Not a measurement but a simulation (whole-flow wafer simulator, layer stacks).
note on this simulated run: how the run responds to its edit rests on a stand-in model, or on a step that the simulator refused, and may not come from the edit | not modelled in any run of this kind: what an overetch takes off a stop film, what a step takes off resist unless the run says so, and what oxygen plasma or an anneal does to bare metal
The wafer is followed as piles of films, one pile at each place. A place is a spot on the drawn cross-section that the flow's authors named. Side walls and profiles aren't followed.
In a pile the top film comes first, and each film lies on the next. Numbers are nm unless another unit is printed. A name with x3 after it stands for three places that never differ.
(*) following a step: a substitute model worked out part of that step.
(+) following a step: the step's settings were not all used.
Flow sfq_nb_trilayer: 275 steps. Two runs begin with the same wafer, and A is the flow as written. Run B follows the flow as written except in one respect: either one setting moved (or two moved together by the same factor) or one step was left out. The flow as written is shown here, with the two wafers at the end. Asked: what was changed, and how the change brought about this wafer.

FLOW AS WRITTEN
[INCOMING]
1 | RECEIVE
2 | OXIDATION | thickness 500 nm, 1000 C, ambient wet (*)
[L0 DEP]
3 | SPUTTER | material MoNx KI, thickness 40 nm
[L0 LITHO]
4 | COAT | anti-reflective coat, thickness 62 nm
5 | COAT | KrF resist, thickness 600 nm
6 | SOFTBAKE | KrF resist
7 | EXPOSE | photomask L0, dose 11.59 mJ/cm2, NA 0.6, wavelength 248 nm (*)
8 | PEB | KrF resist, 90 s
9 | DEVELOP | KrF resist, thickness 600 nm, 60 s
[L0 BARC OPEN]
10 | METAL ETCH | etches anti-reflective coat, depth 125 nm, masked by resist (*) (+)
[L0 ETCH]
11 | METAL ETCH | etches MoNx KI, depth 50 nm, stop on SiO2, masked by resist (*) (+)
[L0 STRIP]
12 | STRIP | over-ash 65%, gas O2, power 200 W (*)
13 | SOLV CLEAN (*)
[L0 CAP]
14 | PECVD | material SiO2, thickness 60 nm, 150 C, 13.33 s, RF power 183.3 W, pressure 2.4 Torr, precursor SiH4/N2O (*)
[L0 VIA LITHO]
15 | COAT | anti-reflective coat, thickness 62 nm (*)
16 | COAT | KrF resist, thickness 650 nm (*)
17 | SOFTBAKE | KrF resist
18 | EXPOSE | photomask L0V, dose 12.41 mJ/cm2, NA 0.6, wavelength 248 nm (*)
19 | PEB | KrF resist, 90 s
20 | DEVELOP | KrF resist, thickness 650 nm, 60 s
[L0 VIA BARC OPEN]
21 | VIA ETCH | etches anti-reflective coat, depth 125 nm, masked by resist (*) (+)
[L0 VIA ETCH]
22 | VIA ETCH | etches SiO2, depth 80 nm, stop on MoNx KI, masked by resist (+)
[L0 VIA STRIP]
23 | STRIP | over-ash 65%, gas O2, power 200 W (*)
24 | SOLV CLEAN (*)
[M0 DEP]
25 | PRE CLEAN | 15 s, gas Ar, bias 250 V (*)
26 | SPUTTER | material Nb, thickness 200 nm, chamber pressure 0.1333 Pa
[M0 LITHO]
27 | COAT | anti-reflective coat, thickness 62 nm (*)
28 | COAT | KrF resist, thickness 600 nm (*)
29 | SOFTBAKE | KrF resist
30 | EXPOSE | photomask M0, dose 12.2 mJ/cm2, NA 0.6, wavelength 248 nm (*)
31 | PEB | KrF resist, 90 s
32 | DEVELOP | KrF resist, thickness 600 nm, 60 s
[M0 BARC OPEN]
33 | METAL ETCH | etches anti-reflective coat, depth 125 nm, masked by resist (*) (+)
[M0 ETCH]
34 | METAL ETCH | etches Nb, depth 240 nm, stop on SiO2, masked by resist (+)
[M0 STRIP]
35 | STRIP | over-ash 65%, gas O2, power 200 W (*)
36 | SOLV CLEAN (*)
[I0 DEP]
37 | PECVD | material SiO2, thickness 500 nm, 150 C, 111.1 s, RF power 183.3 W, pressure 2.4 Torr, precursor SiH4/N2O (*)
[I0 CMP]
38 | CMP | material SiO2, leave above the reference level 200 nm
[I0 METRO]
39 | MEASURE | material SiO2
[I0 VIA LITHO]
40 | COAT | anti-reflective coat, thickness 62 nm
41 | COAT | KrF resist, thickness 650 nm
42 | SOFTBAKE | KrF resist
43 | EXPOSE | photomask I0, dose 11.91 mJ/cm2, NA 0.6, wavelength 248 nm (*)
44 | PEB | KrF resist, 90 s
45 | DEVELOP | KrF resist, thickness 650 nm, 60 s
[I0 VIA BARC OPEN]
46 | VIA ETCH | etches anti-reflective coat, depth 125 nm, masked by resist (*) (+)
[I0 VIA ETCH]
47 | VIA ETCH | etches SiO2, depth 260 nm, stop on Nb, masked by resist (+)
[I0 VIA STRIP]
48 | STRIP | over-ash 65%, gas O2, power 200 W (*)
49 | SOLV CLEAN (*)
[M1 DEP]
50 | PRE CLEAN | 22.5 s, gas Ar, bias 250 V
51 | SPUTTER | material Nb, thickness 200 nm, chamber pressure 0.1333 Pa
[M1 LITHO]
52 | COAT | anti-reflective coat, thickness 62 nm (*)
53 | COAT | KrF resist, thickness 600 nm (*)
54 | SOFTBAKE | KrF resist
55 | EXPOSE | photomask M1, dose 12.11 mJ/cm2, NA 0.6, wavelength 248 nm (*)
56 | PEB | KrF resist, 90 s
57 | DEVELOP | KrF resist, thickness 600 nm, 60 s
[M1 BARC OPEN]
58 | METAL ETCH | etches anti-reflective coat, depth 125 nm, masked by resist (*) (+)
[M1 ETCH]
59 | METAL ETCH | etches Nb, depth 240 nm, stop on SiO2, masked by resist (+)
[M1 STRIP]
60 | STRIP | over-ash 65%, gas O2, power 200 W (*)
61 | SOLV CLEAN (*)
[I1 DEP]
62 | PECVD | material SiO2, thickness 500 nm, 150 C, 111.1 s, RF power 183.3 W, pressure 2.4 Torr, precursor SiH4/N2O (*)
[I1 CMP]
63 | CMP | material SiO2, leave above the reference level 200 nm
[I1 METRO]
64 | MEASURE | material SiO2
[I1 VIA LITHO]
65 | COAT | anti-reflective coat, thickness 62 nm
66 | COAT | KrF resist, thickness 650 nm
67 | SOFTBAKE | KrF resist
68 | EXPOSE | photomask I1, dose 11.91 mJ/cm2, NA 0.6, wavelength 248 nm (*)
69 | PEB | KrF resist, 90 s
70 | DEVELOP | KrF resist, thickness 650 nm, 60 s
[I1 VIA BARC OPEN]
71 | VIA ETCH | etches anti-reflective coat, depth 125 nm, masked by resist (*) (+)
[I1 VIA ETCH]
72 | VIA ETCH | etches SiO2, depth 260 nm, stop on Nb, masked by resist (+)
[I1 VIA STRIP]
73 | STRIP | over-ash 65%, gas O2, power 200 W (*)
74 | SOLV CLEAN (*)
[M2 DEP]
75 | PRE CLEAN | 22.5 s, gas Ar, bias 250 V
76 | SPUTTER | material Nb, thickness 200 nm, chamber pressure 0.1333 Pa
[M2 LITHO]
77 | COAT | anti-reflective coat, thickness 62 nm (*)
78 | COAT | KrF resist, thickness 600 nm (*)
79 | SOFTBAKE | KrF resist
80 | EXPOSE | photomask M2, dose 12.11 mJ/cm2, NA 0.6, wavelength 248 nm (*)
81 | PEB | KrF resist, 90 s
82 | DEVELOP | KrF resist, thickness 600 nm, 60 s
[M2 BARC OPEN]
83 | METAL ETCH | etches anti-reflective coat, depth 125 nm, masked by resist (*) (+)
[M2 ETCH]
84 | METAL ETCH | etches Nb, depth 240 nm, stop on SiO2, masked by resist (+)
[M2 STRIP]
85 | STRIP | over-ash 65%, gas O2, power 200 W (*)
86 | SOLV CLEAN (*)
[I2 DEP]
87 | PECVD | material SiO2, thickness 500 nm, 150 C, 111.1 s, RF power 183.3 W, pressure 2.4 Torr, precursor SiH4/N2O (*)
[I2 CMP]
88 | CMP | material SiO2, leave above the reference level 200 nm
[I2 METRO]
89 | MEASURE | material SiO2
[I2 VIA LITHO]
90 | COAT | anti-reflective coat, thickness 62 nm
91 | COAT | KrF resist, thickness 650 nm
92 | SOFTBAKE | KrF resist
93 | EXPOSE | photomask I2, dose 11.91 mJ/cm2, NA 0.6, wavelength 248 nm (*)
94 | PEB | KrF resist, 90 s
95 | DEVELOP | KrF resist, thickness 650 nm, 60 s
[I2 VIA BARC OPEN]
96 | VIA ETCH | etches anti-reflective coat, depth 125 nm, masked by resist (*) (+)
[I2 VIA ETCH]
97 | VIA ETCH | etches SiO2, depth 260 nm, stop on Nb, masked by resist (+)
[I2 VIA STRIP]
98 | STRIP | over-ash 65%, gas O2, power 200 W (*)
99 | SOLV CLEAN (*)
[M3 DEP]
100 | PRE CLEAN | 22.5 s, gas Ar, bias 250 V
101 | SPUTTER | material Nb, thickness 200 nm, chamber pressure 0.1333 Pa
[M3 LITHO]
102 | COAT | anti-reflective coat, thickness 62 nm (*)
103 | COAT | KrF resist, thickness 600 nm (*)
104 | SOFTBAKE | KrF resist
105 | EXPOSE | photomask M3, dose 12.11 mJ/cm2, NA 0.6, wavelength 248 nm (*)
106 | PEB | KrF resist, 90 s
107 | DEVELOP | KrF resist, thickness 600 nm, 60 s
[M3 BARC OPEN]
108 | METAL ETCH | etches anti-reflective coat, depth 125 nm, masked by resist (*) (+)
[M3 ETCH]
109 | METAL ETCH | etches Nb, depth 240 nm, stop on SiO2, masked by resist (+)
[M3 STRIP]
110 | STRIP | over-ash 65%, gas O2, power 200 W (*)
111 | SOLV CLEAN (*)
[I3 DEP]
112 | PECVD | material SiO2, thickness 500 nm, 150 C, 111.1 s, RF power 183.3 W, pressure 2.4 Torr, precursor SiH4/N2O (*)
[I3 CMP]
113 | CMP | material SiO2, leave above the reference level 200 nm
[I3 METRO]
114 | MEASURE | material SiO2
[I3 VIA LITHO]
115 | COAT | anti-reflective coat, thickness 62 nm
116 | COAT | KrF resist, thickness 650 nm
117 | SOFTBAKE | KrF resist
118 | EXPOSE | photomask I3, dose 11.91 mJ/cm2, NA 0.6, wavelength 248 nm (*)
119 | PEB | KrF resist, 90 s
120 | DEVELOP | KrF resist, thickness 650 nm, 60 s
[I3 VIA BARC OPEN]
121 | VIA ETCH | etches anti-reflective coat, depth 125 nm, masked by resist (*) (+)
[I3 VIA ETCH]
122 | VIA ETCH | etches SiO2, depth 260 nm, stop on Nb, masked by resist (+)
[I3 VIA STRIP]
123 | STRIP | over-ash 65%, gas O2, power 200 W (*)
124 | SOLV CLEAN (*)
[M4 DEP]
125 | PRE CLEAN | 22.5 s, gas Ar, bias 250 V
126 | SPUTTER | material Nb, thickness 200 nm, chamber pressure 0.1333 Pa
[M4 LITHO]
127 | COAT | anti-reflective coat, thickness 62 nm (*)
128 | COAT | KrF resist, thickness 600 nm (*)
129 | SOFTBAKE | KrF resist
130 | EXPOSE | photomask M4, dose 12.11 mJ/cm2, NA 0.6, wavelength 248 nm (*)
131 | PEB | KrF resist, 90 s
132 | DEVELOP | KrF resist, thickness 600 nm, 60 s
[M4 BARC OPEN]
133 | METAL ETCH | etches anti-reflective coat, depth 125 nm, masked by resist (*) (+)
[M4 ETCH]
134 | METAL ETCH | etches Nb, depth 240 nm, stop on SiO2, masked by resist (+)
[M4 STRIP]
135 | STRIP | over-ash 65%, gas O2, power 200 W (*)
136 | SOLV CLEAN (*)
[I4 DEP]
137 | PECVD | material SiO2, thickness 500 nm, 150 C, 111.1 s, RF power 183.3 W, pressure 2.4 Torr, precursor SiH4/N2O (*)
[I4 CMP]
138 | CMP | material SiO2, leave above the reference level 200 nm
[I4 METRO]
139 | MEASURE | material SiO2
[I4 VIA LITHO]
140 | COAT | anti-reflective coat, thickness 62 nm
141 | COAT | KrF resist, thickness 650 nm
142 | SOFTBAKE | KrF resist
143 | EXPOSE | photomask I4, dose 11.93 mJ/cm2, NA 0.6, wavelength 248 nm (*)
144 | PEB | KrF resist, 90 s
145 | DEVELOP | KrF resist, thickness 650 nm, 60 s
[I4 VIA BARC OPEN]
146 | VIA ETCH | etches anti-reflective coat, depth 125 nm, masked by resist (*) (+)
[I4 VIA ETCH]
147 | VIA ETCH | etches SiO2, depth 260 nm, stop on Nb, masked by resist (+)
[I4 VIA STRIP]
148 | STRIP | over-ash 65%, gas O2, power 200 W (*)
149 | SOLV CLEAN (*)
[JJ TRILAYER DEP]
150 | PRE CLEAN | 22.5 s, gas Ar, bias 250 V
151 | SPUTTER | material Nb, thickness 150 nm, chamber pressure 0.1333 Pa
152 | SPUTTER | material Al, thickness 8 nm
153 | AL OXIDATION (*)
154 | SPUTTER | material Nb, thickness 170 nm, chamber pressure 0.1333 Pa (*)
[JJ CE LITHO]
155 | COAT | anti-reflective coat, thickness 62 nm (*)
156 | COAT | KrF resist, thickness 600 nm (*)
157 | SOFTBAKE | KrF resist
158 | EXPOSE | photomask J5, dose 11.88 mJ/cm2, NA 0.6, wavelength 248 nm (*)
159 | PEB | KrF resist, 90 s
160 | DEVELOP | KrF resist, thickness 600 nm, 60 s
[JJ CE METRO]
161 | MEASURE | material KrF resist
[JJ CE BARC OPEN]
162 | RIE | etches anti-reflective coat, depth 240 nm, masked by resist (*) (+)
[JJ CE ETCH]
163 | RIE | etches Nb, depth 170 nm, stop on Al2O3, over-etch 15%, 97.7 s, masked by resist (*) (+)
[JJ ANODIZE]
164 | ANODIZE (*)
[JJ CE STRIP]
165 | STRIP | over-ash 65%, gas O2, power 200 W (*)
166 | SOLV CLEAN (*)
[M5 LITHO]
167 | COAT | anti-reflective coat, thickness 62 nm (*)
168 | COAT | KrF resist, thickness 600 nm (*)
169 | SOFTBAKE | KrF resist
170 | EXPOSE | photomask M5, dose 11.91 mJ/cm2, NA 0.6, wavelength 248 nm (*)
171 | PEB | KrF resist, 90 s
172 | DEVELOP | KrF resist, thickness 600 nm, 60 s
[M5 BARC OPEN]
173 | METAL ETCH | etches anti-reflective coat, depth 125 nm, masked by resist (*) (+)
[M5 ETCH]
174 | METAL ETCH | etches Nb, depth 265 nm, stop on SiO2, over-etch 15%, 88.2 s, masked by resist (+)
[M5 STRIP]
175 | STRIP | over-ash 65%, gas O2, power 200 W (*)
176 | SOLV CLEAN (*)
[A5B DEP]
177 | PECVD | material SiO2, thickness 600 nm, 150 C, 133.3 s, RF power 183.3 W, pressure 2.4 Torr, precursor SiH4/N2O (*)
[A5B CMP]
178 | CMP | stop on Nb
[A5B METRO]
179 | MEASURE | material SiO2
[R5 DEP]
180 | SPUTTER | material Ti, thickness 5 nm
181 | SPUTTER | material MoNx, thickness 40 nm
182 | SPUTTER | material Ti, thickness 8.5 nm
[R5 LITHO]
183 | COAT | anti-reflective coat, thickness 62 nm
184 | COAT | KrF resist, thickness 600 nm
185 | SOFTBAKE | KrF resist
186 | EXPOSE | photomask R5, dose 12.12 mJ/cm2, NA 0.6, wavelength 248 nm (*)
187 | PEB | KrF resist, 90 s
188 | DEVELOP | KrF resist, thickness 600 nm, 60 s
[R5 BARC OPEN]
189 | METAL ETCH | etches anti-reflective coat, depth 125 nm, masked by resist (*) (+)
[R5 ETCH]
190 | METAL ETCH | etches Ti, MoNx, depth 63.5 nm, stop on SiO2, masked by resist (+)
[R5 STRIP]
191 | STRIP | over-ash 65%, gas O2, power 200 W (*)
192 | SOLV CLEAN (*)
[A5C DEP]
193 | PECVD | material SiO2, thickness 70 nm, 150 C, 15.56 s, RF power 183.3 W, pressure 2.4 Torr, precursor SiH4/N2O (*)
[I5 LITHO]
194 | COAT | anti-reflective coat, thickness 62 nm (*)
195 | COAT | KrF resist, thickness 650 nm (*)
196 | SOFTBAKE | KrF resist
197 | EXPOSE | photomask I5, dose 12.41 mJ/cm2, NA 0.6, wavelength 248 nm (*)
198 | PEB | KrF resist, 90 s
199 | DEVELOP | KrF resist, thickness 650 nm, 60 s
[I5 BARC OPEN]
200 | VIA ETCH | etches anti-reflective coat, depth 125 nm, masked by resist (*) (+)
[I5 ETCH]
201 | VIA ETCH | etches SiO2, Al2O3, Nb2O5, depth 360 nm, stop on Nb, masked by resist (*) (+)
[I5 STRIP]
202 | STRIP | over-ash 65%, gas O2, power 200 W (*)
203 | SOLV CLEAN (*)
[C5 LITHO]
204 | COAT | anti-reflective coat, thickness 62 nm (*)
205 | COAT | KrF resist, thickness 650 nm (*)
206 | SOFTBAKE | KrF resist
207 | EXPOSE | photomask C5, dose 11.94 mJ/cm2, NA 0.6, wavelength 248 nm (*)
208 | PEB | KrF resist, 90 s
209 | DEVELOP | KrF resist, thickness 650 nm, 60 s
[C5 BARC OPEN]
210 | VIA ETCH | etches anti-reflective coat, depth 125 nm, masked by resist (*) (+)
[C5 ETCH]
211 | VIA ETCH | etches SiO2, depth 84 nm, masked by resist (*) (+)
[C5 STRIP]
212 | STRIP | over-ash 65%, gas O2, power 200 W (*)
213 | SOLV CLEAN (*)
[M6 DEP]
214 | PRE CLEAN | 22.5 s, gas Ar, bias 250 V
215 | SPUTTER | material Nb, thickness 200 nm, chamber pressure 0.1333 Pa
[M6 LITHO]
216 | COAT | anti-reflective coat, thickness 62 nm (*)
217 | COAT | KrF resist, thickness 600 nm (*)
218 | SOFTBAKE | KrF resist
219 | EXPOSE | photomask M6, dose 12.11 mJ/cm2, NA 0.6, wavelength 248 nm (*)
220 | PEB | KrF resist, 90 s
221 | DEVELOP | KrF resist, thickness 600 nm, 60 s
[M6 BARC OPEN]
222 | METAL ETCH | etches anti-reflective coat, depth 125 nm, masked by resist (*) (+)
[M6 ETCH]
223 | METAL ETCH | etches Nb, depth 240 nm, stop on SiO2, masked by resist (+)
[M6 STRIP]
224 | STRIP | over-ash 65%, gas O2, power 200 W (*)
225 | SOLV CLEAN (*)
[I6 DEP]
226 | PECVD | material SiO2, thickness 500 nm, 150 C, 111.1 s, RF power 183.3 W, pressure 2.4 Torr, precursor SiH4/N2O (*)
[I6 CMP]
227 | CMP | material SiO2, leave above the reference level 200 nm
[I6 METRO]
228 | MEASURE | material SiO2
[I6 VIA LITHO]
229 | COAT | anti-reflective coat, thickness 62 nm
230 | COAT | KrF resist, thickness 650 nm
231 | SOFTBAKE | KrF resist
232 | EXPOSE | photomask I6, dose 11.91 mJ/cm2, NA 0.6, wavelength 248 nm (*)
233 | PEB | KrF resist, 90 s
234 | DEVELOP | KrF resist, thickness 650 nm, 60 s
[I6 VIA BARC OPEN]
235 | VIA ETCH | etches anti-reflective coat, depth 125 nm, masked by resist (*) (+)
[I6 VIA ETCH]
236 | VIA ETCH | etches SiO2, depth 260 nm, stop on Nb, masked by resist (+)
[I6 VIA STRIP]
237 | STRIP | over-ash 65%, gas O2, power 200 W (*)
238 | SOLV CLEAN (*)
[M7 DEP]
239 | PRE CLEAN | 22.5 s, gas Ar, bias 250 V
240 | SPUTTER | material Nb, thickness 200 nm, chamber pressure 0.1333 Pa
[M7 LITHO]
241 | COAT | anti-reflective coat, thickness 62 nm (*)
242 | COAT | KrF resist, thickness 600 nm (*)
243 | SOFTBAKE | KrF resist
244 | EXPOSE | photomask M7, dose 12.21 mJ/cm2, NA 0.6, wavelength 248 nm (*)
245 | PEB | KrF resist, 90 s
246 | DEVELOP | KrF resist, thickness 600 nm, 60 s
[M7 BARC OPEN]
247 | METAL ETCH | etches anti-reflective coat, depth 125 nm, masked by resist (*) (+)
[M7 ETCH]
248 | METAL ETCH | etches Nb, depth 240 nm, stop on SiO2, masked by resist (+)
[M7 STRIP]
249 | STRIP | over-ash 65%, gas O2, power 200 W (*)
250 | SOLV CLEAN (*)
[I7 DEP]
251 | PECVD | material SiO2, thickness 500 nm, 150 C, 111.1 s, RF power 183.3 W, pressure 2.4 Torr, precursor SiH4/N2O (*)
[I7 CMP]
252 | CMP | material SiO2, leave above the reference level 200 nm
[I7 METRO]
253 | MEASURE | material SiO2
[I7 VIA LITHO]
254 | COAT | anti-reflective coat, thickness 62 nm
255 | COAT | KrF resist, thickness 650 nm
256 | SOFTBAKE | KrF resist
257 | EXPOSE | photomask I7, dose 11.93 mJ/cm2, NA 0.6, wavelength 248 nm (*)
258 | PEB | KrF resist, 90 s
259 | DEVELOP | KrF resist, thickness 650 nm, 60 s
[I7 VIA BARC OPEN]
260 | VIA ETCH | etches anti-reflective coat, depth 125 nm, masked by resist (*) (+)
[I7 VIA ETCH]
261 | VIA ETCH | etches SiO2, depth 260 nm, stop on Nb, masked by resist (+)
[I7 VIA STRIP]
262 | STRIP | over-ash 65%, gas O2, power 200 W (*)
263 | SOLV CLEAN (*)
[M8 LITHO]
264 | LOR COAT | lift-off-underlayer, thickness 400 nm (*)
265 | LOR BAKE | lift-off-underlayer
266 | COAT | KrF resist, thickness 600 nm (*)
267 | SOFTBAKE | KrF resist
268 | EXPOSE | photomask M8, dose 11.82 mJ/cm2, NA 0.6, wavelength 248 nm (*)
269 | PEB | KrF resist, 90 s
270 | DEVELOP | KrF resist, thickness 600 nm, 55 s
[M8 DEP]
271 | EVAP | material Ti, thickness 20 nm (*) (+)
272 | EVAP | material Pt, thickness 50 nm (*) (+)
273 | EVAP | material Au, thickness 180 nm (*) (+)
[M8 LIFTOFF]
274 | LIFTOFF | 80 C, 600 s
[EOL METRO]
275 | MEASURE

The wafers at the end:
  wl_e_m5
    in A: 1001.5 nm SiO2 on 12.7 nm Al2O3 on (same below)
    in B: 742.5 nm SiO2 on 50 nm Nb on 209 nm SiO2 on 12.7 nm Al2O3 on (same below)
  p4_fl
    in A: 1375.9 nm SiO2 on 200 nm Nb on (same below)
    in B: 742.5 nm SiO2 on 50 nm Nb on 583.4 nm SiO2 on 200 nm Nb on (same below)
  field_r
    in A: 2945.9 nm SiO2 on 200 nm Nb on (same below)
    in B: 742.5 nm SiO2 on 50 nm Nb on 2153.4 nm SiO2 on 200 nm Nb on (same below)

What caused this: step 223, METAL ETCH: depth 150 nm was run, though the flow has depth 240 nm.

The path from the change to this, step by step:
  223 | METAL ETCH | etches Nb, depth 240 nm, stop on SiO2, masked by resist (+)
      field_l, gap, moat and 76 more: A -200 Nb (all of it) | B -150 Nb
      v_sur, via_wl, via_w and 24 more: A -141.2 KrF resist | B -88.2 KrF resist
  224 | STRIP | over-ash 65%, gas O2, power 200 W (*)
      wl_j_sl, wl_j_sr: A -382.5 KrF resist (all of it), -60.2 anti-reflective coat (all of it) | B -435.5 KrF resist (all of it), -60.2 anti-reflective coat (all of it)
      wl_c_m6, wl_f_m6: A -382.3 KrF resist (all of it), -62 anti-reflective coat (all of it) | B -435.2 KrF resist (all of it), -62 anti-reflective coat (all of it)
      (as well as at 23 more places)
  226 | PECVD | material SiO2, thickness 500 nm, 150 C, 111.1 s, RF power 183.3 W, pressure 2.4 Torr, precursor SiH4/N2O (*)
      field_l, p4_fl, p4_fm and 62 more: A +500 SiO2 | B +500 SiO2 (new film)
      moat, field_r, lsp_l, ln_m5, lsp_m: A +493.6 SiO2 | B +500 SiO2 (new film)
      (as well as at 9 more places)
  227 | CMP | material SiO2, leave above the reference level 200 nm
      field_l, p4_fl, p4_fm and 59 more: A -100 SiO2 | B -150 SiO2
      moat, field_r, lsp_l, ln_m5, lsp_m: A -93.6 SiO2 | B -150 SiO2
      (as well as at 8 more places)
With metal films that touch counted as one body, wl_e_m5 has 7 bodies (between them, from the top down: SiO2 209 / Al2O3 12.7 / Nb2O5 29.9; SiO2 192.5; SiO2 192.5; SiO2 192.5; SiO2 192.5; SiO2 192.5); the flow as written gives 6 bodies (between them, from the top down: SiO2 192.5; SiO2 192.5; SiO2 192.5; SiO2 192.5; SiO2 192.5).
With metal films that touch counted as one body, p4_fl has 3 bodies (between them, from the top down: SiO2 583.4; SiO2 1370); the flow as written gives 2 bodies (between them, from the top down: SiO2 1370).
With metal films that touch counted as one body, field_r has 2 bodies (between them, from the top down: SiO2 2153.4); the flow as written gives 1 body.
